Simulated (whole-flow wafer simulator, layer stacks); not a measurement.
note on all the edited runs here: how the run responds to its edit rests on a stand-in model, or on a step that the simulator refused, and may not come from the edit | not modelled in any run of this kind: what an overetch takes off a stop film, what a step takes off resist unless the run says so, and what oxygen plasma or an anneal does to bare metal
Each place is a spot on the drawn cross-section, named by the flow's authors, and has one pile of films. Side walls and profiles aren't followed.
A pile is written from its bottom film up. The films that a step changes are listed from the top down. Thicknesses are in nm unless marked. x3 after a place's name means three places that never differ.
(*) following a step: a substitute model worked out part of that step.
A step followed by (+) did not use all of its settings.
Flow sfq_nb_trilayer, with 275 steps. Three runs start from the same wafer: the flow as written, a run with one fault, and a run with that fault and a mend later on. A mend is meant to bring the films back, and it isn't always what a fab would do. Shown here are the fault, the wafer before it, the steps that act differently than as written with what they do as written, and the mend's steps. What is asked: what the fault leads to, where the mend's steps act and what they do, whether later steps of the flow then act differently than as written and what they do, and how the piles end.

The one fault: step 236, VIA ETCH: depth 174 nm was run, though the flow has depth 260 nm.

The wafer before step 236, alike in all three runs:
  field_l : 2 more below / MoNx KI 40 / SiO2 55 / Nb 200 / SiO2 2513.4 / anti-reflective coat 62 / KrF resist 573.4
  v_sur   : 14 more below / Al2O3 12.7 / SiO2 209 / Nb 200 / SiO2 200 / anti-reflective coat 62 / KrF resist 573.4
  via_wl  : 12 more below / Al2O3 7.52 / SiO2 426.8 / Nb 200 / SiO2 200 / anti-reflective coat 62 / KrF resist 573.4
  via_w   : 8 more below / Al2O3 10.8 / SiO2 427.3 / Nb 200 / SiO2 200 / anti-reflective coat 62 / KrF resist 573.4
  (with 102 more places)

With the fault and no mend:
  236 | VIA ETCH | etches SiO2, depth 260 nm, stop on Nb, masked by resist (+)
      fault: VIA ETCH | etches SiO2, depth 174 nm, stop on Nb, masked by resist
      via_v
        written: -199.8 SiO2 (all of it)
        fault: -174 SiO2
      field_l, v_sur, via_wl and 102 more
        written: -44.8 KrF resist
        fault: -30 KrF resist
  Later steps of the flow acting differently than as written (3 more steps, not shown, differ only slightly: by at most 2% or 0.5 nm, whichever is larger):
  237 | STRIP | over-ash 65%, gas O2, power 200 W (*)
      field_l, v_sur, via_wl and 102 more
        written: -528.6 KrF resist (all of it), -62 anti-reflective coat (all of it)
        fault: -543.4 KrF resist (all of it), -62 anti-reflective coat (all of it)
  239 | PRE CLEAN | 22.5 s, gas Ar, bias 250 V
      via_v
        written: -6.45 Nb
        fault: -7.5 SiO2
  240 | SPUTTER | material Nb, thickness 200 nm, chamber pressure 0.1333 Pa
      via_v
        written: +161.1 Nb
        fault: +167.1 Nb (new film)
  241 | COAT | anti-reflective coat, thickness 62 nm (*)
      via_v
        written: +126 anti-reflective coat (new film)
        fault: +113.8 anti-reflective coat (new film)
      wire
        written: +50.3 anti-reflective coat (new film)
        fault: +48.9 anti-reflective coat (new film)
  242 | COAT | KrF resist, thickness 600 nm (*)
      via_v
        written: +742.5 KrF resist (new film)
        fault: +726.4 KrF resist (new film)
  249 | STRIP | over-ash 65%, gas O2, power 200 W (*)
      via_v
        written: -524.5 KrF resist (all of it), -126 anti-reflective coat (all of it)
        fault: -508.4 KrF resist (all of it), -113.8 anti-reflective coat (all of it)
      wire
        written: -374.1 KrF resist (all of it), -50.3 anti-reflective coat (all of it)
        fault: -376.7 KrF resist (all of it), -48.9 anti-reflective coat (all of it)
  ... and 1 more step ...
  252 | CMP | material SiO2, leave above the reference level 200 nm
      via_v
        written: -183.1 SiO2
        fault: -157.1 SiO2
  By the end, the piles at via_v depart from the flow's by more than 2% or 0.5 nm, whichever is larger.
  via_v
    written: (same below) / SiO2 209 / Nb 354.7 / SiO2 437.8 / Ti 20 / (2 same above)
    fault: (same below) / SiO2 209 / Nb 200 / SiO2 18.3 / Nb 167.1 / SiO2 407.1 / Ti 20 / (2 same above)

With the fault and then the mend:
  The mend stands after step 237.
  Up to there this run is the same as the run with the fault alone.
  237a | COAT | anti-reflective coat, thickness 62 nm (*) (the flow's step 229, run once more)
      p4_fl x3, p4_w1 x9, p4_g1 x2 and 63 more
        +62 anti-reflective coat (new film)
      r_end, moat, field_r and 7 more
        +61.8 anti-reflective coat (new film)
      ce_l, c5j, ce_r, sp_r
        +61.6 anti-reflective coat (new film)
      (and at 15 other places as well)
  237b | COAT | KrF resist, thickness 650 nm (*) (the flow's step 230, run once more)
      p4_fl x3, p4_w1 x9, p4_g1 x2 and 63 more
        +650 KrF resist (new film)
      field_r, lsp_l, ln_m5, lsp_m, ln_m6, lsp_r, l0_sur, l0v
        +649.6 KrF resist (new film)
      r_sur, res
        +649.4 KrF resist (new film)
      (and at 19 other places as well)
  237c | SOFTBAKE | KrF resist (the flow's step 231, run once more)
      does not change any film at any place that is followed
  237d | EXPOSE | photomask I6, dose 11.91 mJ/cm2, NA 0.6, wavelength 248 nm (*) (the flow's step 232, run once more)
      does not change any film at any place that is followed
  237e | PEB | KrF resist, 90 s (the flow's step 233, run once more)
      ce_r, sp_r, be_r and 89 more
        -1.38 KrF resist
      field_l, v_sur, via_wl and 8 more
        -1.37 KrF resist
      via_wr, be
        -1.36 KrF resist
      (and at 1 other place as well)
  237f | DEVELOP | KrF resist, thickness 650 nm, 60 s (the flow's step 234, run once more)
      field_l, v_sur, via_wl and 102 more
        -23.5 KrF resist
      via_v
        -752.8 KrF resist (all of it)
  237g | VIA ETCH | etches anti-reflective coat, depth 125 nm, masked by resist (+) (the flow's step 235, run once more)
      field_l, v_sur, via_wl and 102 more
        -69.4 KrF resist
      via_v
        -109 anti-reflective coat (all of it)
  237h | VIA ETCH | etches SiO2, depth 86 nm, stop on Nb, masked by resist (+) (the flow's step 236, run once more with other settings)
      field_l, v_sur, via_wl and 102 more
        -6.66 KrF resist
      via_v
        -25.8 SiO2 (all of it)
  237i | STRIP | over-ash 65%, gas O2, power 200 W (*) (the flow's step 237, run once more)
      p4_fl x3, p4_w1 x9, p4_g1 x2 and 63 more
        -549 KrF resist (all of it), -62 anti-reflective coat (all of it)
      lsp_l, ln_m5, lsp_m, ln_m6, lsp_r, l0_sur, l0v
        -548.6 KrF resist (all of it), -61.8 anti-reflective coat (all of it)
      r_end, moat, field_r
        -548.5 KrF resist (all of it), -61.8 anti-reflective coat (all of it)
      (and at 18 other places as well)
  None of the later steps of the flow acts differently than as written at any place that is followed.
  The piles end the same as the flow's at every place that both follow.
